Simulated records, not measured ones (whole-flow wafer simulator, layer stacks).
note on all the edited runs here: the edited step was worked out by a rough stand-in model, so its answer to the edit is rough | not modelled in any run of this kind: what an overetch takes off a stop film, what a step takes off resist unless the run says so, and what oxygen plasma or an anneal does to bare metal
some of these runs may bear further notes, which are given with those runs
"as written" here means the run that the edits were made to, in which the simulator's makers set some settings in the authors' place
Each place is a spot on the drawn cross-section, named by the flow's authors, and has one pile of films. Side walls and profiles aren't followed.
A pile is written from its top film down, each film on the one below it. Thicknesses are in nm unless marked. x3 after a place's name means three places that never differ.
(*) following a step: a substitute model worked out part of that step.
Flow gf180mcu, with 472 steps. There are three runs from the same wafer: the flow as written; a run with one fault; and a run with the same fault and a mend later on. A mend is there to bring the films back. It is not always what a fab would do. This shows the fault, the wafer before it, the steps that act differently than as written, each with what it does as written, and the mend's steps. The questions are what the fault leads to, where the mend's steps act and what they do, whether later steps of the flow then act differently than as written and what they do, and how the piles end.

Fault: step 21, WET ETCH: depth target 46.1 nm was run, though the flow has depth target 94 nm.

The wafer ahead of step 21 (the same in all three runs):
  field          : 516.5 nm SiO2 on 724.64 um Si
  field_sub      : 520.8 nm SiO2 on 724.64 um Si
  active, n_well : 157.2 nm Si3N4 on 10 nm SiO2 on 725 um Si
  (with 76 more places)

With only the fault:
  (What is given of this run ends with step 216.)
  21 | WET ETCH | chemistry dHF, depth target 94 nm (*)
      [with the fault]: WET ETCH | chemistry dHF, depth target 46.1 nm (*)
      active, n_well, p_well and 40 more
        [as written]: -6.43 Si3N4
        [with the fault]: -3.19 Si3N4
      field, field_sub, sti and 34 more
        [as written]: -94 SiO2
        [with the fault]: -46.1 SiO2
  Steps later in the flow that act otherwise than as written (not shown: 29 more steps that differ only slightly, by at most 2% or 0.5 nm, whichever is larger):
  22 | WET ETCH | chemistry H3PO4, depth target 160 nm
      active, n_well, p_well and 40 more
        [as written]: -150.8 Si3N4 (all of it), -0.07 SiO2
        [with the fault]: -154 Si3N4 (all of it), -0.05 SiO2
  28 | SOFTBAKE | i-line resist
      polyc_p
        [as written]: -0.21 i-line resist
        [with the fault]: +0.41 i-line resist
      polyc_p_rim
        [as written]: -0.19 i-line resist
        [with the fault]: +0.46 i-line resist
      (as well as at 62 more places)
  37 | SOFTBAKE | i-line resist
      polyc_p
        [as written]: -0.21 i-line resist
        [with the fault]: +0.41 i-line resist
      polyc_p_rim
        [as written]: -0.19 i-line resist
        [with the fault]: +0.46 i-line resist
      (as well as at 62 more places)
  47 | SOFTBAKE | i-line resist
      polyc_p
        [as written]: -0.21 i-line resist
        [with the fault]: +0.41 i-line resist
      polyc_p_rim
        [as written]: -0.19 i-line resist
        [with the fault]: +0.46 i-line resist
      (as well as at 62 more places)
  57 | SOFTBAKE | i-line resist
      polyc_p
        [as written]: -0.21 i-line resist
        [with the fault]: +0.41 i-line resist
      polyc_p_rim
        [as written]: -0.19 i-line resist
        [with the fault]: +0.46 i-line resist
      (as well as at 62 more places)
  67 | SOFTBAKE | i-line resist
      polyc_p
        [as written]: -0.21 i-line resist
        [with the fault]: +0.41 i-line resist
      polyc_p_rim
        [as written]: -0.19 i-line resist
        [with the fault]: +0.46 i-line resist
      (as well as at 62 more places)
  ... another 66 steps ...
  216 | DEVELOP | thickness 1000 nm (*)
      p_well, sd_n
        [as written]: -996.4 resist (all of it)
        [with the fault]: -1040.9 resist (all of it)
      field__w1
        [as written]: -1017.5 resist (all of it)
        [with the fault]: -996.7 resist (all of it)
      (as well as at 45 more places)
  After step 216, at field, field__w1, field__w2 and 73 more, the piles differ from the flow's by more than 2% or 0.5 nm, whichever is larger.
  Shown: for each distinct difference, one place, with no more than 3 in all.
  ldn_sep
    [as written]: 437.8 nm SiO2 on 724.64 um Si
    [with the fault]: 485.4 nm SiO2 on 724.64 um Si
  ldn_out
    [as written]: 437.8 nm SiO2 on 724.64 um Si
    [with the fault]: 485.5 nm SiO2 on 724.64 um Si
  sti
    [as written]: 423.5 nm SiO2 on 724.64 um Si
    [with the fault]: 471.2 nm SiO2 on 724.64 um Si

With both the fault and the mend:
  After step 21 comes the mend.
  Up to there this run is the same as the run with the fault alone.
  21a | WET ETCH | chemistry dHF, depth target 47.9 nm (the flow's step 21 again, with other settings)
      field, field_sub, sti and 34 more
        -47.9 SiO2
  Steps later in the flow that act otherwise than as written (not shown: 7 more steps that differ only slightly, by at most 2% or 0.5 nm, whichever is larger):
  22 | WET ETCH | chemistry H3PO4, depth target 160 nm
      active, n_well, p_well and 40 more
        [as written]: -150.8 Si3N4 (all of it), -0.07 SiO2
        [with the mend]: -154 Si3N4 (all of it), -0.05 SiO2
  The piles end the same as the flow's at every place that both follow.
